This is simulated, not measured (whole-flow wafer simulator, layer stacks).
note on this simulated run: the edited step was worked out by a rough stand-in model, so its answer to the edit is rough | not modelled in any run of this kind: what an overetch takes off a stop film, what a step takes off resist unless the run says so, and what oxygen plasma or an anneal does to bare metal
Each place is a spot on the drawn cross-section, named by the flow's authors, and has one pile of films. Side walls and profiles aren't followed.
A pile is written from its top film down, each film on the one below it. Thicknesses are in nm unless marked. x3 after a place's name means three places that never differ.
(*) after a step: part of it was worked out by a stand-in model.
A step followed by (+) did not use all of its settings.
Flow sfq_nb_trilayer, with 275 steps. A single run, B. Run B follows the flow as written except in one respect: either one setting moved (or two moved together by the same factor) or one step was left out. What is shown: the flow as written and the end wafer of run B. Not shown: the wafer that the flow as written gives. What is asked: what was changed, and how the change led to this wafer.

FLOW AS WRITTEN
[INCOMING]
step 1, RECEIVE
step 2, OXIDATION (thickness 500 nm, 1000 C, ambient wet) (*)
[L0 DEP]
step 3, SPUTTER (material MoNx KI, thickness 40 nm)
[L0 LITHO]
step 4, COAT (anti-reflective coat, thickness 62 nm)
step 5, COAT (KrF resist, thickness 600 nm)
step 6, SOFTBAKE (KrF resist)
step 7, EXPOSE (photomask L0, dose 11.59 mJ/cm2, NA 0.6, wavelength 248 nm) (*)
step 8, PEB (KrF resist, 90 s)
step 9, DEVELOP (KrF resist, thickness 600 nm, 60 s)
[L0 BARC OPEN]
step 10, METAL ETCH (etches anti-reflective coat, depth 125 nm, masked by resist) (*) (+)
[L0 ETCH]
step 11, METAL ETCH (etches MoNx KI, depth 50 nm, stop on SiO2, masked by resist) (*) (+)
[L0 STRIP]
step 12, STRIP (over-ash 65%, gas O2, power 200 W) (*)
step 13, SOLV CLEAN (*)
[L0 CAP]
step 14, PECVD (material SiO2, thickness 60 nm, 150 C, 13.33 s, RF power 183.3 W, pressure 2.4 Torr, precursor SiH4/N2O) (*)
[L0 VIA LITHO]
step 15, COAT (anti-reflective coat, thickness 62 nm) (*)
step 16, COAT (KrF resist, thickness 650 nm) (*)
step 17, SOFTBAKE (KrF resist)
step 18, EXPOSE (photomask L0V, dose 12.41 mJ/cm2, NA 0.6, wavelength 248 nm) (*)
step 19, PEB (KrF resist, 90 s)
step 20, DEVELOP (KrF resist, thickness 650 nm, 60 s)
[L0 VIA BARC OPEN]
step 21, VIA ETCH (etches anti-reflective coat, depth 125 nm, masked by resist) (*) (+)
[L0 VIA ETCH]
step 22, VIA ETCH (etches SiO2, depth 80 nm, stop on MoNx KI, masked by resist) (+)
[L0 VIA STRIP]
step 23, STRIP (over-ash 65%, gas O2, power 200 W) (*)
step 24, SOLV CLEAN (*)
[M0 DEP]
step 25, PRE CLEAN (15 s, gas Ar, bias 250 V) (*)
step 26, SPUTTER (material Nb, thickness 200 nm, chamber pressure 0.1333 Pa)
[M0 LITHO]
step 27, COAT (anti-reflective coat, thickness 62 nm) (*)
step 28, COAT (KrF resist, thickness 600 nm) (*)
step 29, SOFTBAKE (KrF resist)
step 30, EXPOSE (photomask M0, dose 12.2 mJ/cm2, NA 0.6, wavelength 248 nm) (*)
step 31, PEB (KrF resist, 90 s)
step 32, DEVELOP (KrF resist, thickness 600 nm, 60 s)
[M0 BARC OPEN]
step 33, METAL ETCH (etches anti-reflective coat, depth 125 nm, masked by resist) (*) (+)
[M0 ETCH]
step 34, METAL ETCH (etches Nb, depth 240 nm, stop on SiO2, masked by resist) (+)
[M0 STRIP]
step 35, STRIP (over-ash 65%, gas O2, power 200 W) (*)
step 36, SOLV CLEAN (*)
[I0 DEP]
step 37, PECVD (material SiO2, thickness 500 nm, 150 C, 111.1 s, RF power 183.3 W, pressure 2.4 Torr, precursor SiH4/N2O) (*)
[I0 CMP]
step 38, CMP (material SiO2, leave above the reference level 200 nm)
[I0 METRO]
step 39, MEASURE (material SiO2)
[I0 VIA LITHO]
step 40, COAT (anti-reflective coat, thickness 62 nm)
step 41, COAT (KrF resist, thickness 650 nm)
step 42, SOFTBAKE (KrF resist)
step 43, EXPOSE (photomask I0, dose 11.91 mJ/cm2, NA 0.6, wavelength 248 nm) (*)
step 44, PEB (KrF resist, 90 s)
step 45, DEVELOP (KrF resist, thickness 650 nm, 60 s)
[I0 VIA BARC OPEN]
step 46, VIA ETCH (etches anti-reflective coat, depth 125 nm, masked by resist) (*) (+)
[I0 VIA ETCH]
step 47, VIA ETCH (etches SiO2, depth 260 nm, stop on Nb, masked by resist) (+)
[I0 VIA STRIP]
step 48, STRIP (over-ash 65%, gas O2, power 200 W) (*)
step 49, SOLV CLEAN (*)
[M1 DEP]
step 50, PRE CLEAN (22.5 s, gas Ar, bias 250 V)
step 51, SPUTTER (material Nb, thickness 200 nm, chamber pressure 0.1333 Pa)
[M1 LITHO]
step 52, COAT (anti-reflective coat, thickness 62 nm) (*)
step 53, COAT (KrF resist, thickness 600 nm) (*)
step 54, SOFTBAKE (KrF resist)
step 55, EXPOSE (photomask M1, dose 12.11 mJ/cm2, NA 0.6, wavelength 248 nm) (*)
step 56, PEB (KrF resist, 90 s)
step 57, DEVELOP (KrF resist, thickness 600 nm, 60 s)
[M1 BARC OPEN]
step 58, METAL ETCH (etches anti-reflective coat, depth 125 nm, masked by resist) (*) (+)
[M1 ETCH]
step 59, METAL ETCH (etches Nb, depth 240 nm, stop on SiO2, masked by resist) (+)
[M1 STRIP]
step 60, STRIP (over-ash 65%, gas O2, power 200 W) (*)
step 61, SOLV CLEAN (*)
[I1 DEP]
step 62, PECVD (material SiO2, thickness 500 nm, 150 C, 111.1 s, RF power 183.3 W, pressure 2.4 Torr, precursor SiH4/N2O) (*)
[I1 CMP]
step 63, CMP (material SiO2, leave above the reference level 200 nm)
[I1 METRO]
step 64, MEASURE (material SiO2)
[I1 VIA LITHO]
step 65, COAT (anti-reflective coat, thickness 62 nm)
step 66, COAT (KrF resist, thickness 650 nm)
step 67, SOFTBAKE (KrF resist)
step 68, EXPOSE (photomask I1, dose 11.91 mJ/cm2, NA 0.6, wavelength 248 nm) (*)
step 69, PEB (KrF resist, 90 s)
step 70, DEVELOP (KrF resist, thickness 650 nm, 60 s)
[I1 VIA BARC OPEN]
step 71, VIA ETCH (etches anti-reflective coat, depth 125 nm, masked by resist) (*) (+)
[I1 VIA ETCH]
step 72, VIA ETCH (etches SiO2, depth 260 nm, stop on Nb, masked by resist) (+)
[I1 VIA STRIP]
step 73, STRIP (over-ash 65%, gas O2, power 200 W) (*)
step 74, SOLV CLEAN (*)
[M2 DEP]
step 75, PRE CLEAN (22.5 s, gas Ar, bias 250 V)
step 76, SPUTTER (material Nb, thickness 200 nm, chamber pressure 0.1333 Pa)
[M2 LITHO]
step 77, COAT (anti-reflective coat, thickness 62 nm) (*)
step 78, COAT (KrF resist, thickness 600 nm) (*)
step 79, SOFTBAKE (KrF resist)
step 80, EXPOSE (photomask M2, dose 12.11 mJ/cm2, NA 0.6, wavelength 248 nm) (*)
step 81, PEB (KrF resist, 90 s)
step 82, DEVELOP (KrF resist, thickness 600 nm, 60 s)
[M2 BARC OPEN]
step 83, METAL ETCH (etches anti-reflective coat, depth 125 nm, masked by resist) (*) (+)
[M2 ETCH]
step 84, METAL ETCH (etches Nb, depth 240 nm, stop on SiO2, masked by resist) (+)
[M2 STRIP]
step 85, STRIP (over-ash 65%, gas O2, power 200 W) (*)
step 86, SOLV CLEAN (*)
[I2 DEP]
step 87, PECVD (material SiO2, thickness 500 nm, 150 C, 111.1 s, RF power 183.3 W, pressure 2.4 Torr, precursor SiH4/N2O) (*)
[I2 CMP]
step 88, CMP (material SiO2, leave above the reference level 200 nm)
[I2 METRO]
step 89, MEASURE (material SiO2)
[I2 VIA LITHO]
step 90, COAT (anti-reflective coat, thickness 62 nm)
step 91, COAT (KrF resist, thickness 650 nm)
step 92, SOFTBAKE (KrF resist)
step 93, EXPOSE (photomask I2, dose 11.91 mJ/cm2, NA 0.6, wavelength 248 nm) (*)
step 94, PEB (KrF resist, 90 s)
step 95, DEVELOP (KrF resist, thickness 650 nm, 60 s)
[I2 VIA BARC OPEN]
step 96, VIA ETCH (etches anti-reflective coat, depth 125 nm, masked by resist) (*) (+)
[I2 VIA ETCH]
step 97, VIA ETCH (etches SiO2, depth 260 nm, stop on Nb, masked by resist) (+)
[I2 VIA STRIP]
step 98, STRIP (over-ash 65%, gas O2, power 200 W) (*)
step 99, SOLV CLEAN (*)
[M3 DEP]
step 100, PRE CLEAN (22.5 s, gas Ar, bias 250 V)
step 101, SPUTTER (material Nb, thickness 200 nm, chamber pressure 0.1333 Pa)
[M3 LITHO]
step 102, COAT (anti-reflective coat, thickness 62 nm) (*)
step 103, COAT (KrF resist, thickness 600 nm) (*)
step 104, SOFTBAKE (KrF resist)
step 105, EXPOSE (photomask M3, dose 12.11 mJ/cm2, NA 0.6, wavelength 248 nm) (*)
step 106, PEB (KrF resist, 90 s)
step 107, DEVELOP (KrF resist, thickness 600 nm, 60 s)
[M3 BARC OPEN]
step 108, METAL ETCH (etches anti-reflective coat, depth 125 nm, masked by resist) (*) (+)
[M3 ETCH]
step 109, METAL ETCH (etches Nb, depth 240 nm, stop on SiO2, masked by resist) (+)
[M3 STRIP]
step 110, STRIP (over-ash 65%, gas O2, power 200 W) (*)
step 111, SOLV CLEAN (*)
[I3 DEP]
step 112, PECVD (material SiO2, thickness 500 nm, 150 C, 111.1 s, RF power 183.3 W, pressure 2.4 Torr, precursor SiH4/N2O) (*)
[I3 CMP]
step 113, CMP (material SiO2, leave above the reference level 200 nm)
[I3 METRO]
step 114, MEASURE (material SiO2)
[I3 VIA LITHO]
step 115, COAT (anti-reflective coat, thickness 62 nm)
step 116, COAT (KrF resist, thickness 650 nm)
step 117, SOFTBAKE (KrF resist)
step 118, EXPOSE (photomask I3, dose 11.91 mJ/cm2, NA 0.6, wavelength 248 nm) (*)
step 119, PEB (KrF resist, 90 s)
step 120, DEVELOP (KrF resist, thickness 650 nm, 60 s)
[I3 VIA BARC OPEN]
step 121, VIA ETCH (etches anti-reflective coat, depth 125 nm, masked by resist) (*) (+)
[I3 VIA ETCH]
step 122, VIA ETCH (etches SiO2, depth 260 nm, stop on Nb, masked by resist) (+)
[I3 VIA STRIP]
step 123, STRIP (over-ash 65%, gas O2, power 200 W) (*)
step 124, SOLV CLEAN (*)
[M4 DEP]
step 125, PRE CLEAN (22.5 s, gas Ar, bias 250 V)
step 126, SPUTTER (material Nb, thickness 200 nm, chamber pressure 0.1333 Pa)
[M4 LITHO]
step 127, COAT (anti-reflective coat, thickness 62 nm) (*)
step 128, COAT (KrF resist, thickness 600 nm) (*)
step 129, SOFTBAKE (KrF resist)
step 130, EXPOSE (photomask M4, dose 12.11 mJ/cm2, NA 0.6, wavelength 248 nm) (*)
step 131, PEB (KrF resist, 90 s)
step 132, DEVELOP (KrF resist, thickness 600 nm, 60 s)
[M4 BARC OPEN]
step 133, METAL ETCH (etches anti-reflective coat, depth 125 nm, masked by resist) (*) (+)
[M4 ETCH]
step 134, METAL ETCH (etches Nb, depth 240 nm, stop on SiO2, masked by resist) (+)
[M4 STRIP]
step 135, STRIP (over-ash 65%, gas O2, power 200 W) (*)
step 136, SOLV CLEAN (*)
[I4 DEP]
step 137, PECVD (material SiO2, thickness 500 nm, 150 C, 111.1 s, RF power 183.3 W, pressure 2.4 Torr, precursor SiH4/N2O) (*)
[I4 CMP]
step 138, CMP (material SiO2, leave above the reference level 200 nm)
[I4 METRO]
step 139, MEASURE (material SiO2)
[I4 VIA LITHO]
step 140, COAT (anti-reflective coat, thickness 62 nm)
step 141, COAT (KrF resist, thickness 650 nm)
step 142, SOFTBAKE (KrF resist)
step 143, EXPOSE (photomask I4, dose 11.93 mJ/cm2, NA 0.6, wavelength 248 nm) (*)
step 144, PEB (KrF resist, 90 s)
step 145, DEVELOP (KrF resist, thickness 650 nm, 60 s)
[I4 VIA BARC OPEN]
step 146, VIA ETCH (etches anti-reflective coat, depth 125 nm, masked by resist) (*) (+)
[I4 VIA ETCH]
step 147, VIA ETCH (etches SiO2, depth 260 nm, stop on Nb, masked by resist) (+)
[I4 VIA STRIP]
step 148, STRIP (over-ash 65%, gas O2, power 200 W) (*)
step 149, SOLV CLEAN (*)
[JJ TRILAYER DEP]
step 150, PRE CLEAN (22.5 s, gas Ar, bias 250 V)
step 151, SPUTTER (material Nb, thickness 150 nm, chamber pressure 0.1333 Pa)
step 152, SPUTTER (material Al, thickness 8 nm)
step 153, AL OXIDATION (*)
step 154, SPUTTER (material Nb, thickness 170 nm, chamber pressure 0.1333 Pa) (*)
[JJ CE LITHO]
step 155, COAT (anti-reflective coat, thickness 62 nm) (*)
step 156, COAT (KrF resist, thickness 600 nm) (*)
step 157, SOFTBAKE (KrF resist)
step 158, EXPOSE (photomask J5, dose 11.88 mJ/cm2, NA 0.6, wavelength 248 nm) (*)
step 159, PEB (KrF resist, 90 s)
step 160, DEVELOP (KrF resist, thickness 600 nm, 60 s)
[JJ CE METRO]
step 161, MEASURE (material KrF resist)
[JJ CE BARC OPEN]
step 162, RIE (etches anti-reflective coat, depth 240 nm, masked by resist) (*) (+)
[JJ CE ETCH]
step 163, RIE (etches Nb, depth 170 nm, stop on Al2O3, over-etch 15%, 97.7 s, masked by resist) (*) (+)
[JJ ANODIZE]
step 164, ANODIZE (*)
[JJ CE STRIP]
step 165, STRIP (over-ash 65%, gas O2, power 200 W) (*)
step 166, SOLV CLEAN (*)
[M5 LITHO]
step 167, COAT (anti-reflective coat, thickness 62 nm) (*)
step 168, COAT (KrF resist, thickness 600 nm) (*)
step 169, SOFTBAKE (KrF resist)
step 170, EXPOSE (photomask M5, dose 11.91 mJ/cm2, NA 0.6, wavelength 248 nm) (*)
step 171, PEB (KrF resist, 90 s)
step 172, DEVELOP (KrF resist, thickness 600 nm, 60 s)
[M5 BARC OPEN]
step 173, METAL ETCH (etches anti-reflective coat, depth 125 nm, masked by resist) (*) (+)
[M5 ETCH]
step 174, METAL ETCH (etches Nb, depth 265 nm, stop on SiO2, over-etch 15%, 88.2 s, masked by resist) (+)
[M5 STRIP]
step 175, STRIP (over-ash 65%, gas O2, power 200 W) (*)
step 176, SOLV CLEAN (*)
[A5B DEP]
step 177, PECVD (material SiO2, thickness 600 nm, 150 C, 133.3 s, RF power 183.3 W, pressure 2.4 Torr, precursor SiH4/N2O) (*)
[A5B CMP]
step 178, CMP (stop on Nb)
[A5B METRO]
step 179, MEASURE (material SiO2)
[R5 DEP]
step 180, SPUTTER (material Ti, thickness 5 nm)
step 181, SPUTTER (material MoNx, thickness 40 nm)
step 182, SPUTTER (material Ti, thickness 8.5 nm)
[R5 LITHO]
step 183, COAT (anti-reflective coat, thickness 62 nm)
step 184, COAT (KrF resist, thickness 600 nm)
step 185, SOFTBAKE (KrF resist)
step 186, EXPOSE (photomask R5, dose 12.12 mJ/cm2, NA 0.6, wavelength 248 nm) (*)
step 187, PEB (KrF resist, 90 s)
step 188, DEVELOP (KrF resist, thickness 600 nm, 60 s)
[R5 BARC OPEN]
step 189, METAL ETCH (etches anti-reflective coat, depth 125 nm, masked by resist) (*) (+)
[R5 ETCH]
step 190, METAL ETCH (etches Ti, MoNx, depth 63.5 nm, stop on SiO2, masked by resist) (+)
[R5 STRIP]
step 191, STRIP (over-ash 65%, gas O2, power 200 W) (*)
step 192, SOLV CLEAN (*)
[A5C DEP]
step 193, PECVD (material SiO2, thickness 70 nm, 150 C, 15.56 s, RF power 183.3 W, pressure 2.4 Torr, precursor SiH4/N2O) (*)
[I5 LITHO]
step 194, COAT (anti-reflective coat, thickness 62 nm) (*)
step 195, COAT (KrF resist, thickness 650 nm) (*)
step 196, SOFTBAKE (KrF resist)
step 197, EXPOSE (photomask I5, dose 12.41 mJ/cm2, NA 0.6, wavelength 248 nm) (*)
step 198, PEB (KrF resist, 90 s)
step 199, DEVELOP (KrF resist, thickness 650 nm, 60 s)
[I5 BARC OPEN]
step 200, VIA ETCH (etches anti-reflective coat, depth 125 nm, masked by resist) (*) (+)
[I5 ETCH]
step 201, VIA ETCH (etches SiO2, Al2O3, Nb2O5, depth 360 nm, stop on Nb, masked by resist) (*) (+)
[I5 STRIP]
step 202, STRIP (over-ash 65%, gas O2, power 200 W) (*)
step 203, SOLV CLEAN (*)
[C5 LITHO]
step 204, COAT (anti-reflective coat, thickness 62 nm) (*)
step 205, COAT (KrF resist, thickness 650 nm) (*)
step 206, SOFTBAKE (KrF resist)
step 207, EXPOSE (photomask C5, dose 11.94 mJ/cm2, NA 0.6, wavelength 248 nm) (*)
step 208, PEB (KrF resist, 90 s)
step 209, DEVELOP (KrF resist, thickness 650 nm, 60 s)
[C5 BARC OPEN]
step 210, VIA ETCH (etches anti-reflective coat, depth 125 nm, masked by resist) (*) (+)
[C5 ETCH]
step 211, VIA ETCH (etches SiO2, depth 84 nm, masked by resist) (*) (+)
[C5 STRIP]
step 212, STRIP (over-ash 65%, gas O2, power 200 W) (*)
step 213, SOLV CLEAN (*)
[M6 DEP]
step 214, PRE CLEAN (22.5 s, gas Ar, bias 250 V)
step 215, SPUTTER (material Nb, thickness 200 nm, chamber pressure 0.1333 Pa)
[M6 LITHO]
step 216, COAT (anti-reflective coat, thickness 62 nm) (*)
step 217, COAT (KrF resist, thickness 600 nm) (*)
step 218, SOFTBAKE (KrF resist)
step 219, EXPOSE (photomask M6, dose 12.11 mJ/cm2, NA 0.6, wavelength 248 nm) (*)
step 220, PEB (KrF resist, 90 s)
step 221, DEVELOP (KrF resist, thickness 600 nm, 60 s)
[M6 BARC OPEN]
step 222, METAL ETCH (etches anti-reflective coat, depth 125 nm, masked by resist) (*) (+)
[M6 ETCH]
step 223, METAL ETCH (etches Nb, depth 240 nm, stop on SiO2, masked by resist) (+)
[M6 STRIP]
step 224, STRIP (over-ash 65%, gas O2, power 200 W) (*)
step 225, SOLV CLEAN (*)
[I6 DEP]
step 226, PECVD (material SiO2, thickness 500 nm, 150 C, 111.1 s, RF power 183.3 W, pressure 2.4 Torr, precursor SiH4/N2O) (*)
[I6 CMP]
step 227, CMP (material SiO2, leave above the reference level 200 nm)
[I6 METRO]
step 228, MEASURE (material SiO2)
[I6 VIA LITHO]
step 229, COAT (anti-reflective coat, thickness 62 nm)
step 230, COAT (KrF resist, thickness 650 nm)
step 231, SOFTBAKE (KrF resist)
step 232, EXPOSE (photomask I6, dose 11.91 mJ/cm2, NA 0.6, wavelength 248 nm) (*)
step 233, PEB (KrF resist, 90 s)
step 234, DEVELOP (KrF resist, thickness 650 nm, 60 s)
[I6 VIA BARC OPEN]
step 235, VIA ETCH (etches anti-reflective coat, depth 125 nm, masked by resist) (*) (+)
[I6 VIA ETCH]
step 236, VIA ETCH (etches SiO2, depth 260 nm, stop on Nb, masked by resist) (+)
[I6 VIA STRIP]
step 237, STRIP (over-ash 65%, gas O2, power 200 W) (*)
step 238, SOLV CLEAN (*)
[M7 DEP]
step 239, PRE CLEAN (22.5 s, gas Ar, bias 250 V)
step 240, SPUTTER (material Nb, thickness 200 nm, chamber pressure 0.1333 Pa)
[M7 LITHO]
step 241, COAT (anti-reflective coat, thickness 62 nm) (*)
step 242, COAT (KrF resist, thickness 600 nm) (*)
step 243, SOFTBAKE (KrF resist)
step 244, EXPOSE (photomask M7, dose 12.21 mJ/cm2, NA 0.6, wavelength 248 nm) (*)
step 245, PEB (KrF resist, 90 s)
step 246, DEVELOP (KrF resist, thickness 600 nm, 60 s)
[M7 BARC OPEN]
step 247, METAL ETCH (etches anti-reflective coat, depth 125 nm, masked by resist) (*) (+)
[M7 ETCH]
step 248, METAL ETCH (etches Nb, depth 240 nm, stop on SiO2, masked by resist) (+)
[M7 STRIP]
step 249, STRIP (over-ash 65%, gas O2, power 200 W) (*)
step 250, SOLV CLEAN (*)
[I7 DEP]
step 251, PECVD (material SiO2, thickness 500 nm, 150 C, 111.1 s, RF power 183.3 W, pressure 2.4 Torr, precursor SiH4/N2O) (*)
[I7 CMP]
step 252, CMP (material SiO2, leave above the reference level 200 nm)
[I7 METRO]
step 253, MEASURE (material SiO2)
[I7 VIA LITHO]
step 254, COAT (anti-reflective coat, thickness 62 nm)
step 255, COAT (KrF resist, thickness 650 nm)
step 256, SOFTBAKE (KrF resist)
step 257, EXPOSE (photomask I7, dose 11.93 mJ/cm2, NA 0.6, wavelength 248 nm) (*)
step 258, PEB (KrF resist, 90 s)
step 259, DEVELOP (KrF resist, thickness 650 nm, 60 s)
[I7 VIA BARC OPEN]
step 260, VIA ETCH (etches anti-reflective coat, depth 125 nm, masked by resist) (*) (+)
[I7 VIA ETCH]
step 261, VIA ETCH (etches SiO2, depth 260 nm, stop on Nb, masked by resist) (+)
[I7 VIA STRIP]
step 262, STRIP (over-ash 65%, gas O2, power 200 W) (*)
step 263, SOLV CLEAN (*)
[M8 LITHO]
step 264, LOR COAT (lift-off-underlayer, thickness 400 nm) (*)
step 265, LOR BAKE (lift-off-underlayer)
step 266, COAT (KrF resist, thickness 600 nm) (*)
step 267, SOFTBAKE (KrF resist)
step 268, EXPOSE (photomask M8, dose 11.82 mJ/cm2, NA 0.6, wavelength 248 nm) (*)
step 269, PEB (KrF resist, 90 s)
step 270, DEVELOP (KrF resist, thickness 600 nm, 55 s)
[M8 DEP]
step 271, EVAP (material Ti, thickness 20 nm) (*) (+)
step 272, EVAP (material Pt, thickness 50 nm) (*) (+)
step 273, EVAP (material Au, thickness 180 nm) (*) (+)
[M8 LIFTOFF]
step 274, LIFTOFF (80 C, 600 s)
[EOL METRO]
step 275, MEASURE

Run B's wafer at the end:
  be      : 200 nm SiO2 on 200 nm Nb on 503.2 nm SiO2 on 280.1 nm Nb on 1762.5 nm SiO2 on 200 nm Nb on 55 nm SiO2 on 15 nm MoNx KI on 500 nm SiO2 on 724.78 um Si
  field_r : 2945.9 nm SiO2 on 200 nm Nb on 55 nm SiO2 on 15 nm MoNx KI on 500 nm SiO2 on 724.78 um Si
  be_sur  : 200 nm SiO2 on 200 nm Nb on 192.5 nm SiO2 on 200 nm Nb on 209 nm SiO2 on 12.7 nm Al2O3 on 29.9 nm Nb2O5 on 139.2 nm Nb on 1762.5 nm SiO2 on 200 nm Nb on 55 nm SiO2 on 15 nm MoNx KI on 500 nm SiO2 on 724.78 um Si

The reason: step 11, METAL ETCH: depth 25 nm was run, though the flow has depth 50 nm.

Step by step, how the change led to this:
  step 11, METAL ETCH (etches MoNx KI, depth 50 nm, stop on SiO2, masked by resist) (*) (+)
      v_sur, via_wl, via_w and 97 more: MoNx KI loses 25 (as written it would have been: MoNx KI loses 40 (all of it))
      field_l, l0_sur, l0v, l0r_line_l, l0r_line_c, l0r_line_r: KrF resist loses 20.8 (as written it would have been: KrF resist loses 41.7)
  step 12, STRIP (over-ash 65%, gas O2, power 200 W) (*)
      field_l, l0_sur, l0v, l0r_line_l, l0r_line_c, l0r_line_r: KrF resist loses 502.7 (all of it), anti-reflective coat loses 62 (all of it) (as written it would have been: KrF resist loses 481.9 (all of it), anti-reflective coat loses 62 (all of it))
  step 14, PECVD (material SiO2, thickness 60 nm, 150 C, 13.33 s, RF power 183.3 W, pressure 2.4 Torr, precursor SiH4/N2O) (*)
      v_sur, via_wl, via_w and 97 more: SiO2 gains 60 (new film) (as written it would have been: SiO2 gains 60)
  step 15, COAT (anti-reflective coat, thickness 62 nm) (*)
      field_l: anti-reflective coat gains 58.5 (new film) (as written it would have been: anti-reflective coat gains 56.7 (new film))
      v_sur: anti-reflective coat gains 68.5 (new film) (as written it would have been: anti-reflective coat gains 72.2 (new film))
      (and at 3 other places as well)
  step 23, STRIP (over-ash 65%, gas O2, power 200 W) (*)
      field_l: KrF resist loses 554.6 (all of it), anti-reflective coat loses 58.5 (all of it) (as written it would have been: KrF resist loses 551.4 (all of it), anti-reflective coat loses 56.7 (all of it))
      v_sur: KrF resist loses 566.2 (all of it), anti-reflective coat loses 68.5 (all of it) (as written it would have been: KrF resist loses 570.5 (all of it), anti-reflective coat loses 72.2 (all of it))
      (and at 3 other places as well)
  step 27, COAT (anti-reflective coat, thickness 62 nm) (*)
      field_l: anti-reflective coat gains 58.6 (new film) (as written it would have been: anti-reflective coat gains 56.9 (new film))
      v_sur: anti-reflective coat gains 68.4 (new film) (as written it would have been: anti-reflective coat gains 72.3 (new film))
      (and at 3 other places as well)
  step 35, STRIP (over-ash 65%, gas O2, power 200 W) (*)
      field_l: KrF resist loses 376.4 (all of it), anti-reflective coat loses 58.6 (all of it) (as written it would have been: KrF resist loses 372.9 (all of it), anti-reflective coat loses 56.9 (all of it))
      v_sur: KrF resist loses 388.1 (all of it), anti-reflective coat loses 68.4 (all of it) (as written it would have been: KrF resist loses 391.6 (all of it), anti-reflective coat loses 72.3 (all of it))
      (and at 3 other places as well)
  step 38, CMP (material SiO2, leave above the reference level 200 nm)
      field_l, l0_sur, l0r_line_l, l0r_line_c, l0r_line_r: SiO2 loses 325 (as written it would have been: SiO2 loses 340)
      l0v: SiO2 loses 262.8 (as written it would have been: SiO2 loses 277.8)
With metal films that touch counted as one body, be has 4 bodies (between them, from the top down: SiO2 503.2; SiO2 1762.5; SiO2 55); the flow as written gives 3 bodies (between them, from the top down: SiO2 503.2; SiO2 1762.5).
With metal films that touch counted as one body, field_r has 2 bodies (between them, from the top down: SiO2 55); the flow as written gives 1 body.
With metal films that touch counted as one body, be_sur has 5 bodies (between them, from the top down: SiO2 192.5; SiO2 209 / Al2O3 12.7 / Nb2O5 29.9; SiO2 1762.5; SiO2 55); the flow as written gives 4 bodies (between them, from the top down: SiO2 192.5; SiO2 209 / Al2O3 12.7 / Nb2O5 29.9; SiO2 1762.5).
